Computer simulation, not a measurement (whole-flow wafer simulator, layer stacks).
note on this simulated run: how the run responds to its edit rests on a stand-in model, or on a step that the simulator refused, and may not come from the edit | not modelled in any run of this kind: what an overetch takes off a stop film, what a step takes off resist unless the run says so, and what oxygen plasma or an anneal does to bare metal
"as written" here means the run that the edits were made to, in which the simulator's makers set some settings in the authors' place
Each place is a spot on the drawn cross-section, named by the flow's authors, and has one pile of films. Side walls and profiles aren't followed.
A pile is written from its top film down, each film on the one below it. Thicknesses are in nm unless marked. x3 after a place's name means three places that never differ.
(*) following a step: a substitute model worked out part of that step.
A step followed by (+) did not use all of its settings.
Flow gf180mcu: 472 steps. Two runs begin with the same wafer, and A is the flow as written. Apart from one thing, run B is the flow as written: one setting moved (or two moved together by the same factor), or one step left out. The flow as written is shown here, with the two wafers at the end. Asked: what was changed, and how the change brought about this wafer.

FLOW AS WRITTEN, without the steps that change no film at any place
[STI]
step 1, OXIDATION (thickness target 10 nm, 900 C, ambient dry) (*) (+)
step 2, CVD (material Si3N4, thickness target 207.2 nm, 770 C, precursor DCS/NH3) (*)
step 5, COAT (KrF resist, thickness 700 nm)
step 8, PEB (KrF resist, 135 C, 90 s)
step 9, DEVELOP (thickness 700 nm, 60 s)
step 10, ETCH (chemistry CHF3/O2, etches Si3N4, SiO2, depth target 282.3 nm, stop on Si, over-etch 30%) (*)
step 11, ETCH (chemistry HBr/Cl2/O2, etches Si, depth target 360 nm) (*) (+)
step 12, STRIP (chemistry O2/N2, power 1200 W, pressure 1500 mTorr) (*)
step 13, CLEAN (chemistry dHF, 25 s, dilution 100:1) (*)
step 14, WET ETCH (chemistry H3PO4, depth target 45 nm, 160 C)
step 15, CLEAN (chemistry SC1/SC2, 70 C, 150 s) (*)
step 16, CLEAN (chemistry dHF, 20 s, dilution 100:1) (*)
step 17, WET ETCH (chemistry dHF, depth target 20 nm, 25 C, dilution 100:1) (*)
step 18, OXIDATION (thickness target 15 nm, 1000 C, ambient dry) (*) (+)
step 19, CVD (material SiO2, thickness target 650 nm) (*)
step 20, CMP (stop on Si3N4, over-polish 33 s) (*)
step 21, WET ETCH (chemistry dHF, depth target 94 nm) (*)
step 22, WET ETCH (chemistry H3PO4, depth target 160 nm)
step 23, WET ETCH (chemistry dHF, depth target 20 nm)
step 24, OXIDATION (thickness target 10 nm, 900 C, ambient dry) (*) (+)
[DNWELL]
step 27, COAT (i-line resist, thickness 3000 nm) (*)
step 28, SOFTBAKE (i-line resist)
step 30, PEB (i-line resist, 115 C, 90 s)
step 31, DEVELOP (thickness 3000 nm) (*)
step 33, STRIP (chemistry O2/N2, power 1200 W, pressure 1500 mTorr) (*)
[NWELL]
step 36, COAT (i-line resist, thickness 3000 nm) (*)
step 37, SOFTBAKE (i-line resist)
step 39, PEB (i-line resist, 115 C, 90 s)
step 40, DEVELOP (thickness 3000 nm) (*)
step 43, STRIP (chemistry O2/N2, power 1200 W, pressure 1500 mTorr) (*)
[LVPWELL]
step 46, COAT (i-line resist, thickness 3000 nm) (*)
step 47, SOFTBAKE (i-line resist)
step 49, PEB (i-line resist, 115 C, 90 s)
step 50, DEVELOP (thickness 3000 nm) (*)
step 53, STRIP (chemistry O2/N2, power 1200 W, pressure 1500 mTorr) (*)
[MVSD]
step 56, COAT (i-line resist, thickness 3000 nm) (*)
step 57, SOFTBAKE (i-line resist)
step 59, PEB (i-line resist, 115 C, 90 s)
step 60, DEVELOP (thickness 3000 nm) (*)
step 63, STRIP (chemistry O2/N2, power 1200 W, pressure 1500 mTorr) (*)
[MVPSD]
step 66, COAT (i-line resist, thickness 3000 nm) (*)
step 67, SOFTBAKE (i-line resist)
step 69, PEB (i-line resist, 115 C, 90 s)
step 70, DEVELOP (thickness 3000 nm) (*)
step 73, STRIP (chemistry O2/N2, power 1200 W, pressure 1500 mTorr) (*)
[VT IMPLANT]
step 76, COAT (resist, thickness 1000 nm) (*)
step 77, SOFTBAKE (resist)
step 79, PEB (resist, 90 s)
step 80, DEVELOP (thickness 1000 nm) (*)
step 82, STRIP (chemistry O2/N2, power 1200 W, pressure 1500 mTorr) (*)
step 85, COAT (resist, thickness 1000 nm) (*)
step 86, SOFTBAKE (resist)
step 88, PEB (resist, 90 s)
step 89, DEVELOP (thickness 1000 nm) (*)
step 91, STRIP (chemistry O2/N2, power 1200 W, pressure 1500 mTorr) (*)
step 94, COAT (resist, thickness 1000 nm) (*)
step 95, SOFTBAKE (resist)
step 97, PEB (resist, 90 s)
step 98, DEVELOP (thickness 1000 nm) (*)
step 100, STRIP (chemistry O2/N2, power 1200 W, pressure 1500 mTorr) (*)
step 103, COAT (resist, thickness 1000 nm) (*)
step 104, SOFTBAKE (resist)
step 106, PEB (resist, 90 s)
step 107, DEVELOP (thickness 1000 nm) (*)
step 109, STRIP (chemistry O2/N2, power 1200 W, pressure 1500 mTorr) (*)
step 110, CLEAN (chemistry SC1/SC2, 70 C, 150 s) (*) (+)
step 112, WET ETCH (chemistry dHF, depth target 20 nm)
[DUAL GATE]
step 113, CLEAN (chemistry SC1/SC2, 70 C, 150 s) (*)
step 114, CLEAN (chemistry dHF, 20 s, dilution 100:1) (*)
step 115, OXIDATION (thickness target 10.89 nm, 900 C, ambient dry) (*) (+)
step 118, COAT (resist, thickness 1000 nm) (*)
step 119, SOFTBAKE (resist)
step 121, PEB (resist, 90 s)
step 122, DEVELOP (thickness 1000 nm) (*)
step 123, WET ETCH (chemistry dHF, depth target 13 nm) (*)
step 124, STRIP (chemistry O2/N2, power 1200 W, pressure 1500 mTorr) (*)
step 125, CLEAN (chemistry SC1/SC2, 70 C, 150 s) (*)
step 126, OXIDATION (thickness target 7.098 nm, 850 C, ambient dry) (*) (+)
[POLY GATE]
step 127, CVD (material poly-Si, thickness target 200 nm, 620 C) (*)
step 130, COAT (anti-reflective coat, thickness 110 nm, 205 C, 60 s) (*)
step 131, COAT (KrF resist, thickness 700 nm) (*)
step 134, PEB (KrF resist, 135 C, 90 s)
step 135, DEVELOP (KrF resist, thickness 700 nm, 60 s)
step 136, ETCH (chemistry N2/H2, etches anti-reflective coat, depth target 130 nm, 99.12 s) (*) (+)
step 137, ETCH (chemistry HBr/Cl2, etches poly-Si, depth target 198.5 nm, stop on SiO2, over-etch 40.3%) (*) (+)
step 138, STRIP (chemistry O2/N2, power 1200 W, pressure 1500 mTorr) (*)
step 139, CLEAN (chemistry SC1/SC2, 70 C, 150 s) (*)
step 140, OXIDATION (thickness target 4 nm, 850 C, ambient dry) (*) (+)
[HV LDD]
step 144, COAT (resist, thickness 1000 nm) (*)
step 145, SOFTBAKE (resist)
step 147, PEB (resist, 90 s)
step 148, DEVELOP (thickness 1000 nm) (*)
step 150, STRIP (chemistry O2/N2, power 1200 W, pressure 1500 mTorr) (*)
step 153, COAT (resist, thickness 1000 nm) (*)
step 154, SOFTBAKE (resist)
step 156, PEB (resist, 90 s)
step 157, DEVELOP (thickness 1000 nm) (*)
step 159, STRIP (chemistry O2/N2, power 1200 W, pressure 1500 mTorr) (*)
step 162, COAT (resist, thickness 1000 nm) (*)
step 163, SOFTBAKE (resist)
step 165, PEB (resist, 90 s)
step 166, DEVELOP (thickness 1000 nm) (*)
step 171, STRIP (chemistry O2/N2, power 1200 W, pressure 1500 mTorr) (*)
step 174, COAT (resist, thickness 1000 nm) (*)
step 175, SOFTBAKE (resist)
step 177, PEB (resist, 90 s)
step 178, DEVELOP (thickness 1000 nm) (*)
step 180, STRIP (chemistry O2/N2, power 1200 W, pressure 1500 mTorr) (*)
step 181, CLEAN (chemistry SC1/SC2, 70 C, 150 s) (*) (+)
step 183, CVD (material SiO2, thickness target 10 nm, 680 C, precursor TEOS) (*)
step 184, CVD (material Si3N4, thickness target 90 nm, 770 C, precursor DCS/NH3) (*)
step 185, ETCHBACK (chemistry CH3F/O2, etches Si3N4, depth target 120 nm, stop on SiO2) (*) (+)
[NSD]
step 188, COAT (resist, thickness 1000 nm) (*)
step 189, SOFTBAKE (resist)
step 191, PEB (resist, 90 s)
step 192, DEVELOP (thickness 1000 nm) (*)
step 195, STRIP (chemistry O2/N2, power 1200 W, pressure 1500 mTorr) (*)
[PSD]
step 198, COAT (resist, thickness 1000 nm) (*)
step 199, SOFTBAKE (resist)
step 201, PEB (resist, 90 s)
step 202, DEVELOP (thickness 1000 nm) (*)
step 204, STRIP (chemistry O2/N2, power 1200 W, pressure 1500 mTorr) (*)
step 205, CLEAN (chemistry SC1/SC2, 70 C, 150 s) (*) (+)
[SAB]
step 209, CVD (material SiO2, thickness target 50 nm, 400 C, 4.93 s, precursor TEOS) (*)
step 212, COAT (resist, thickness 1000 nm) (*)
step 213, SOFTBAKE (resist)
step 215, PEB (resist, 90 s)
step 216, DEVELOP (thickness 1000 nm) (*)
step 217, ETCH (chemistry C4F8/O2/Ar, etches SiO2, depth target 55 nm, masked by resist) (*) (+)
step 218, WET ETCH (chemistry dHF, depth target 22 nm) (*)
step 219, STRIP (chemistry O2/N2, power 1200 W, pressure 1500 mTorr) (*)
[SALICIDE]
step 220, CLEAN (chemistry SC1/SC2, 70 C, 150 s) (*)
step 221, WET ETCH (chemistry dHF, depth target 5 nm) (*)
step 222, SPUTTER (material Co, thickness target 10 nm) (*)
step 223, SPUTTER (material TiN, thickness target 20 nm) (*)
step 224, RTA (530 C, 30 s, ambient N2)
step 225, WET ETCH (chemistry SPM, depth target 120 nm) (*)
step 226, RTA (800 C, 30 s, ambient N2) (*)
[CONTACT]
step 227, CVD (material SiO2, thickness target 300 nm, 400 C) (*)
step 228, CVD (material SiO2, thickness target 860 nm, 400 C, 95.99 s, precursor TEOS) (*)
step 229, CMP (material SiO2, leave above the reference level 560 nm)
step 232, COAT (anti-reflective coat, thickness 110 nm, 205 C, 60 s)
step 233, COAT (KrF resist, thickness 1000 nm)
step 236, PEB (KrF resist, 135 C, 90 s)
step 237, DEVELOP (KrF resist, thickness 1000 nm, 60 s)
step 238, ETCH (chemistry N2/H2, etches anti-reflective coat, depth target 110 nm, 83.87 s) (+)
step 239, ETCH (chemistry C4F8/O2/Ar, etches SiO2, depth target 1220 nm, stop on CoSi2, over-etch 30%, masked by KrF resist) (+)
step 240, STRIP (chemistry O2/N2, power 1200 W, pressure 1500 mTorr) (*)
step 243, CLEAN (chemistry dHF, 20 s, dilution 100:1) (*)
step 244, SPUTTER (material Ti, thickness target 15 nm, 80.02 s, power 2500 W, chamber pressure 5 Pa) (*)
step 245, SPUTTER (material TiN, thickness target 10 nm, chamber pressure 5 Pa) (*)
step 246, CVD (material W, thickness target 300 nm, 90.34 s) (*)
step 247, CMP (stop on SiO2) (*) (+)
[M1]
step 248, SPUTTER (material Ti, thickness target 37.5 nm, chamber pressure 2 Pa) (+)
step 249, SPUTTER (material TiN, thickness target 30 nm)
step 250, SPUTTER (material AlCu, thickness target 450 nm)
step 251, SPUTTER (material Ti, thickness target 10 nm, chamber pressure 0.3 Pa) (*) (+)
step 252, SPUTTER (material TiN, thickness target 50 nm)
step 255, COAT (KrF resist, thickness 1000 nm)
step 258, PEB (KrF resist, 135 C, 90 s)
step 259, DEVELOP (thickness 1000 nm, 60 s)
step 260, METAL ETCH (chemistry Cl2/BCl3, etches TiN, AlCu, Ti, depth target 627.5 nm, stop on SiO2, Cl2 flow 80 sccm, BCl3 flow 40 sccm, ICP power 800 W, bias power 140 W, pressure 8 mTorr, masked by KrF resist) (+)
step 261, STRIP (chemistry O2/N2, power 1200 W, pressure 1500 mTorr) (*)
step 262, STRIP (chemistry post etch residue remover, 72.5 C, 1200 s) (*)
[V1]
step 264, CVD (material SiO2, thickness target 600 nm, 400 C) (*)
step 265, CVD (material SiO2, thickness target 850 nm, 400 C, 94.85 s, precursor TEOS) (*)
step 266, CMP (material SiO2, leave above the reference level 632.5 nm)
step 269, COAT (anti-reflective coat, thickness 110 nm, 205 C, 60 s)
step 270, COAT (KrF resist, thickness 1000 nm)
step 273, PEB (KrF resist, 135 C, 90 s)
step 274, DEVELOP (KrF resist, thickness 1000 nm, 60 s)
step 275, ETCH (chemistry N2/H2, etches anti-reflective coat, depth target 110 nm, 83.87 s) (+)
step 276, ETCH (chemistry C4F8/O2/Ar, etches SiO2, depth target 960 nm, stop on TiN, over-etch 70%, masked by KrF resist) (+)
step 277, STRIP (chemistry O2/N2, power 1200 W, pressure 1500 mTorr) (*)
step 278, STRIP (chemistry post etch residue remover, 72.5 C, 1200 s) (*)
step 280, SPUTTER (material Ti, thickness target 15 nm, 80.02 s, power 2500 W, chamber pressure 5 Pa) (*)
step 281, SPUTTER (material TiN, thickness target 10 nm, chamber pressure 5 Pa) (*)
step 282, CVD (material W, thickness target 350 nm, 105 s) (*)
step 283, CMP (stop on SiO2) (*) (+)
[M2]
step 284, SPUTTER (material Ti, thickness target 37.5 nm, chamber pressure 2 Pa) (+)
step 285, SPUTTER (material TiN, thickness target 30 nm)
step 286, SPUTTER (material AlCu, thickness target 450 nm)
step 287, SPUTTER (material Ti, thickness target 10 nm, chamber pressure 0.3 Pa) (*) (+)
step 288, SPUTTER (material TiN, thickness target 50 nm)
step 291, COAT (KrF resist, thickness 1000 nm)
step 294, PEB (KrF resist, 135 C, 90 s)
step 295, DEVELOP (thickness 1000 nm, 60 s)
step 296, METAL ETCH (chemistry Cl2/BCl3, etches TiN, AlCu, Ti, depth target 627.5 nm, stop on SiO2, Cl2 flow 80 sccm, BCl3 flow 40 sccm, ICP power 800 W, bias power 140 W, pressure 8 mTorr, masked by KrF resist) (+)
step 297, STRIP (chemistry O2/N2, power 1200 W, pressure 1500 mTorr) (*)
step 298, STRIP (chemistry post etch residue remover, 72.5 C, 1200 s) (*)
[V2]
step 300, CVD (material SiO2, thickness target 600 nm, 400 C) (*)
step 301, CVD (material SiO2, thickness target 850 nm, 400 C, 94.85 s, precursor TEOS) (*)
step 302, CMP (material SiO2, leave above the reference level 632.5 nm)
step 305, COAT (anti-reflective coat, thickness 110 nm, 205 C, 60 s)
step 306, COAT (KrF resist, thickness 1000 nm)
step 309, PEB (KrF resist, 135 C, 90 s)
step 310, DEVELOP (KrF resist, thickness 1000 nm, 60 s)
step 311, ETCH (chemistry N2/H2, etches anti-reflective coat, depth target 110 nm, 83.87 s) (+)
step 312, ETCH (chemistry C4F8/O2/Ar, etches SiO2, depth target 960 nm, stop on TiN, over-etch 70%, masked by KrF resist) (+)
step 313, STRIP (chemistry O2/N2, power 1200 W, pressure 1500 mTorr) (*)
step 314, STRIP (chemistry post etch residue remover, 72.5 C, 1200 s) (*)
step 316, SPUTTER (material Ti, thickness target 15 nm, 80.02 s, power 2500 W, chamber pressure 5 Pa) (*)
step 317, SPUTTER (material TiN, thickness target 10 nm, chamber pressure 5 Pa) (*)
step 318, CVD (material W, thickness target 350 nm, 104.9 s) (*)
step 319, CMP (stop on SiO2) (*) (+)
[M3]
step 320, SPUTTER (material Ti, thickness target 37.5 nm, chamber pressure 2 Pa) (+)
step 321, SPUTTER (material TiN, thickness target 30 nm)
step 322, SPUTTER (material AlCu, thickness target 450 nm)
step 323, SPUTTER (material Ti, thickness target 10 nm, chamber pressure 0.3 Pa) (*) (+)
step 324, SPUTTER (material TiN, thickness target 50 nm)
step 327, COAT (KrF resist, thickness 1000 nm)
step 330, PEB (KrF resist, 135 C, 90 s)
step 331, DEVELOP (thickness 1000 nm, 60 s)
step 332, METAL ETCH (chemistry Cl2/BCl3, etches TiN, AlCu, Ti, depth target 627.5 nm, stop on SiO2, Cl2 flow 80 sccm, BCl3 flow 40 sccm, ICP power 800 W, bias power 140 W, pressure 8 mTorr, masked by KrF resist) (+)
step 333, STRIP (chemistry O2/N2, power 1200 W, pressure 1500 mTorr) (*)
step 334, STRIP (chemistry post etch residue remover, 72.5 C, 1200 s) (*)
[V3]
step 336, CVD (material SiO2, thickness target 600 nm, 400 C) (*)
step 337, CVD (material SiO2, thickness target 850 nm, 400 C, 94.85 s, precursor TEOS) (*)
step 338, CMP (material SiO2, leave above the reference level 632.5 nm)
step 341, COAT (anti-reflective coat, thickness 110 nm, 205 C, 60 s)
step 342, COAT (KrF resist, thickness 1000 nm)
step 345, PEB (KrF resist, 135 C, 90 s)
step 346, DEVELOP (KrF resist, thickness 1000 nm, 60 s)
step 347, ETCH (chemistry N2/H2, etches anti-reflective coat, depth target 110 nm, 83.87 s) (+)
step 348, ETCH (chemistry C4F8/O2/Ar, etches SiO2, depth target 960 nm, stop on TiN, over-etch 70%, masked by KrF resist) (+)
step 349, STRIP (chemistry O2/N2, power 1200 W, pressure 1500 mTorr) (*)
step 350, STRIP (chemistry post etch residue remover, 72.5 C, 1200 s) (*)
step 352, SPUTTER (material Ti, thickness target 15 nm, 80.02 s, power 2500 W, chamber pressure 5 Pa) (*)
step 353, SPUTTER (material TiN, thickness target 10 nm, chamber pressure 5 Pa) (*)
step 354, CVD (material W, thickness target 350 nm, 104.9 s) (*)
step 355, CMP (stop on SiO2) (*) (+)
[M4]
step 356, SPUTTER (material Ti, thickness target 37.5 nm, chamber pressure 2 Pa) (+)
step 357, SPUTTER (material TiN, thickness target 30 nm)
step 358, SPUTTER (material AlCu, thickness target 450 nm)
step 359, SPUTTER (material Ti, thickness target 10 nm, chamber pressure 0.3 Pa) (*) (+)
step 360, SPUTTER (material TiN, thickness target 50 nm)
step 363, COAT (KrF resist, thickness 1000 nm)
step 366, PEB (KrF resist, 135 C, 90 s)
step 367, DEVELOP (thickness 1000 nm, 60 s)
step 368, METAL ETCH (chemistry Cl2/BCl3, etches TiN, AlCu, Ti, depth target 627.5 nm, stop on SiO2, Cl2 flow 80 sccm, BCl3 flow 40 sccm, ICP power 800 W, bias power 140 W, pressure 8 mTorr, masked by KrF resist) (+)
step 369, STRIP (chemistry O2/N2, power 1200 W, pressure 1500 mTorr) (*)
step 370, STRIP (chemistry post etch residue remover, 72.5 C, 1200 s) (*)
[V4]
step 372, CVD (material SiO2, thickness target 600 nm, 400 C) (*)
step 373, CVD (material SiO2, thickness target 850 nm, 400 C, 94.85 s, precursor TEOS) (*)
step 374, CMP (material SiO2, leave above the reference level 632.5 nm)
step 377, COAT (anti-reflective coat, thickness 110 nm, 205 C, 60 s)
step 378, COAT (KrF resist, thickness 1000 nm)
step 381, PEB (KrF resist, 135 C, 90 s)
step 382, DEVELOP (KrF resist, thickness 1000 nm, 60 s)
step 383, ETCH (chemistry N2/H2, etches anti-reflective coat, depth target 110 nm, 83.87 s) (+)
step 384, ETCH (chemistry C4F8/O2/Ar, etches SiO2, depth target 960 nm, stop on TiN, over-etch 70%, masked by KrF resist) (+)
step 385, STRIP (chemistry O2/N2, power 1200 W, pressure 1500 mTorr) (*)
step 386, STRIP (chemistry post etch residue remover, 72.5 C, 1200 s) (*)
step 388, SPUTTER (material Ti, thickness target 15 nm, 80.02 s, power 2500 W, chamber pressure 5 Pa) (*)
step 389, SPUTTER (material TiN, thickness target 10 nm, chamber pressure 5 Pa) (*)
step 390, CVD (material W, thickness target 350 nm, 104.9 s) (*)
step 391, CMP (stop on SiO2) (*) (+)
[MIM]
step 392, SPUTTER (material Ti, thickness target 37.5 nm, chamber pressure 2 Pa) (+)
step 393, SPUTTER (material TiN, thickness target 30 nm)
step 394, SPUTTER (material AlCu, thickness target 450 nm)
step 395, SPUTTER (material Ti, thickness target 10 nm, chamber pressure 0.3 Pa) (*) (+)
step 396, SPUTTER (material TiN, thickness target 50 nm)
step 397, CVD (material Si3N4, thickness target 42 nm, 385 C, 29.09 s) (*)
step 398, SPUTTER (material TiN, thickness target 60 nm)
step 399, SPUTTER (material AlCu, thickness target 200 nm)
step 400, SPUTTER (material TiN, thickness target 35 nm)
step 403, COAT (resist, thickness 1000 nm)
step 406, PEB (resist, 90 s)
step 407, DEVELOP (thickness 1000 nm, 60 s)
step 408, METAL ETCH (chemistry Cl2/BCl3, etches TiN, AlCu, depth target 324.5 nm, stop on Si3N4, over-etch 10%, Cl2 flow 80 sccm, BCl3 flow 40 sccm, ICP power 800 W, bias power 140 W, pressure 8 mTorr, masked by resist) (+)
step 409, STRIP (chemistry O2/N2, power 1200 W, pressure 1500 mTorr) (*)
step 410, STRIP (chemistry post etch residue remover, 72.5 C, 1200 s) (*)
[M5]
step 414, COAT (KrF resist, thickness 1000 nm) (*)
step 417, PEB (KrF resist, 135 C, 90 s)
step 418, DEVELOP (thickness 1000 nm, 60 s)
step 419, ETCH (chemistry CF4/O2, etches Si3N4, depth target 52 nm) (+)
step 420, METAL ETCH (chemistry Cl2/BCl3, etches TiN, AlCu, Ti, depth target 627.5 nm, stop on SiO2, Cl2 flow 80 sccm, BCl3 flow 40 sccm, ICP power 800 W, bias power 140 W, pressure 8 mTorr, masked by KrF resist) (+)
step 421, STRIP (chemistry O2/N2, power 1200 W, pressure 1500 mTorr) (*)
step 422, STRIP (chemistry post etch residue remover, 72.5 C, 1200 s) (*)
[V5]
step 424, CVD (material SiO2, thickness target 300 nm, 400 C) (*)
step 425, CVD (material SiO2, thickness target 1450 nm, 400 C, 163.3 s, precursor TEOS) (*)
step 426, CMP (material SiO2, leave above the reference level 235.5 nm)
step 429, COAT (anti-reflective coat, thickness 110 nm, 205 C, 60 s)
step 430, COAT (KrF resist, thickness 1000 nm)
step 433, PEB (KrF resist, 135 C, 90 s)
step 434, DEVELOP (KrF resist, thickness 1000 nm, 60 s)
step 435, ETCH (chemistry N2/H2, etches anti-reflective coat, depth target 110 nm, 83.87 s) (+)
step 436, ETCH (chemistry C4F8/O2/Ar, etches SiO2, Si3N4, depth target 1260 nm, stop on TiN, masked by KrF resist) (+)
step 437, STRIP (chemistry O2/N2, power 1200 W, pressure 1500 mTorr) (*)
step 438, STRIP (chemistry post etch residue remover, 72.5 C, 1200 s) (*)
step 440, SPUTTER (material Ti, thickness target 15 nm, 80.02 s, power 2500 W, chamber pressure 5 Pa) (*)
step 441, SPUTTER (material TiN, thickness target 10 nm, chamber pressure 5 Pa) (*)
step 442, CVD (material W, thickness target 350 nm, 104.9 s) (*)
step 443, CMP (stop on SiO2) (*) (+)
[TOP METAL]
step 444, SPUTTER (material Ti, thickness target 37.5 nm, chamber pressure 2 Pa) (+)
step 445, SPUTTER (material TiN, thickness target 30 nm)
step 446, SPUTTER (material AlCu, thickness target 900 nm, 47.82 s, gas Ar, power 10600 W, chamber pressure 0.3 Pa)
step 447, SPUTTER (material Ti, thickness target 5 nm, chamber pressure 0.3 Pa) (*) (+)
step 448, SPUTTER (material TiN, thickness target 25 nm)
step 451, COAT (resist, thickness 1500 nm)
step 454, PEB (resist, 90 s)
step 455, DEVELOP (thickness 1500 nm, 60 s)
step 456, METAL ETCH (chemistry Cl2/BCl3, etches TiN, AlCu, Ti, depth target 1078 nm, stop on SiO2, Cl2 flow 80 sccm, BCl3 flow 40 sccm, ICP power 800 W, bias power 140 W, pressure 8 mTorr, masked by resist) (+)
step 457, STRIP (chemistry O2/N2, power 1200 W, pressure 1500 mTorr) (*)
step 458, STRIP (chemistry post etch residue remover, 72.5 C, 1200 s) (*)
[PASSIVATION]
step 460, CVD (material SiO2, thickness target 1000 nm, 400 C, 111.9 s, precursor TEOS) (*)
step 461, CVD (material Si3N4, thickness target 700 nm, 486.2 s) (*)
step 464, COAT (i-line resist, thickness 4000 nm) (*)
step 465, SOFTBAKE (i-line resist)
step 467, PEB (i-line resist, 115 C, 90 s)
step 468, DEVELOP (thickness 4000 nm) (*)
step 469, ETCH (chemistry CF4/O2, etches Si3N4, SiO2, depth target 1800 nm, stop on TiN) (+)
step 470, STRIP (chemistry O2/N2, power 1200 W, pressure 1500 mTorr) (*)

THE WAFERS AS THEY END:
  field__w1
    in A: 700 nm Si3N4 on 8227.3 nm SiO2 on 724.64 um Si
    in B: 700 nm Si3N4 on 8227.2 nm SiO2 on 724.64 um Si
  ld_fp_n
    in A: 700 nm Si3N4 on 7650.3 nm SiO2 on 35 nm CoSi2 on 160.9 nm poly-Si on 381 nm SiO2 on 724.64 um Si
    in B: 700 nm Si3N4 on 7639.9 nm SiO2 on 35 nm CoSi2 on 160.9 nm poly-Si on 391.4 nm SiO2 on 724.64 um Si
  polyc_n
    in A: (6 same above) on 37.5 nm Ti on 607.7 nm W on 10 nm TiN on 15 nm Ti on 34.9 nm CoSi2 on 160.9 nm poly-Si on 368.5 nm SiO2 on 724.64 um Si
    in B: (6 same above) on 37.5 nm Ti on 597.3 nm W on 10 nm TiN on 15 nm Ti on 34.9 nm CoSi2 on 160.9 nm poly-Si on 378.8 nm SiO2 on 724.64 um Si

The reason: step 23, WET ETCH: depth target 12 nm was run, while the flow as written has depth target 20 nm.

Step by step, how the change led to this:
  step 23, WET ETCH (chemistry dHF, depth target 20 nm)
      field, field_sub, sti and 34 more: A -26 SiO2 | B -15.6 SiO2
  step 28, SOFTBAKE (i-line resist)
      n_well, nw_enc_fld_lv: A +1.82 i-line resist | B +2.36 i-line resist
      field: A +3.04 i-line resist | B +3.98 i-line resist
      (and at 40 other places as well)
  step 37, SOFTBAKE (i-line resist)
      n_well, nw_enc_fld_lv: A +1.82 i-line resist | B +2.36 i-line resist
      field: A +3.04 i-line resist | B +3.98 i-line resist
      (and at 40 other places as well)
  step 47, SOFTBAKE (i-line resist)
      n_well, nw_enc_fld_lv: A +1.82 i-line resist | B +2.36 i-line resist
      field: A +3.04 i-line resist | B +3.98 i-line resist
      (and at 40 other places as well)
  step 57, SOFTBAKE (i-line resist)
      n_well, nw_enc_fld_lv: A +1.82 i-line resist | B +2.36 i-line resist
      field: A +3.04 i-line resist | B +3.98 i-line resist
      (and at 40 other places as well)
  step 67, SOFTBAKE (i-line resist)
      n_well, nw_enc_fld_lv: A +1.82 i-line resist | B +2.36 i-line resist
      field: A +3.04 i-line resist | B +3.98 i-line resist
      (and at 40 other places as well)
  step 130, COAT (anti-reflective coat, thickness 110 nm, 205 C, 60 s) (*)
      p_well, spacer, sd_n: A +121 anti-reflective coat (new film) | B +131 anti-reflective coat (new film)
      field: A +112.6 anti-reflective coat (new film) | B +109 anti-reflective coat (new film)
      (and at 69 other places as well)
  step 136, ETCH (chemistry N2/H2, etches anti-reflective coat, depth target 130 nm, 99.12 s) (*) (+)
      p_well, spacer, sd_n: A -121 anti-reflective coat (all of it), -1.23 poly-Si | B -131 anti-reflective coat (all of it), -0.97 poly-Si
      field: A -112.6 anti-reflective coat (all of it), -1.45 poly-Si | B -109 anti-reflective coat (all of it), -1.54 poly-Si
      (and at 49 other places as well)
  step 138, STRIP (chemistry O2/N2, power 1200 W, pressure 1500 mTorr) (*)
      gate: A +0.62 chemical SiO2 (new film), -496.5 KrF resist (all of it), -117 anti-reflective coat (all of it), -0.27 poly-Si | B +0.62 chemical SiO2 (new film), -497.2 KrF resist (all of it), -121.7 anti-reflective coat (all of it), -0.27 poly-Si
      gate_hv: A +0.62 chemical SiO2 (new film), -495.3 KrF resist (all of it), -109.8 anti-reflective coat (all of it), -0.27 poly-Si | B +0.62 chemical SiO2 (new film), -497.1 KrF resist (all of it), -112.6 anti-reflective coat (all of it), -0.27 poly-Si
      (and at 18 other places as well)
  step 189, SOFTBAKE (resist)
      active_hv: A +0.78 resist | B +0.22 resist
      active_nat: A +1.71 resist | B +2.7 resist
  step 199, SOFTBAKE (resist)
      active_hv: A +0.78 resist | B +0.22 resist
      active_nat: A +1.71 resist | B +2.7 resist
  step 209, CVD (material SiO2, thickness target 50 nm, 400 C, 4.93 s, precursor TEOS) (*)
      active: A +50 SiO2 | B +48.9 SiO2
      ld_drn_p: A +46 SiO2 | B +45 SiO2
  step 218, WET ETCH (chemistry dHF, depth target 22 nm) (*)
      active: A -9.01 SiO2 (all of it) | B -7.88 SiO2 (all of it)
      sd_p: A -8.12 SiO2 (all of it) | B -7.19 SiO2 (all of it)
      (and at 1 other place as well)
  step 223, SPUTTER (material TiN, thickness target 20 nm) (*)
      ld_sd_n: A +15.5 TiN (new film) | B +16.1 TiN (new film)
  step 225, WET ETCH (chemistry SPM, depth target 120 nm) (*)
      ld_sd_n: A -15.5 TiN (all of it) | B -16.1 TiN (all of it)
  step 229, CMP (material SiO2, leave above the reference level 560 nm)
      ldn_sep__w1, ldn_sep__w2, ldn_dft and 8 more: A -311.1 SiO2 | B -321.5 SiO2
      sti, mim_1p0, pad, dice_street, iso_nw_fld, iso_fld_sub: A -297 SiO2 | B -307.3 SiO2
      (and at 40 other places as well)
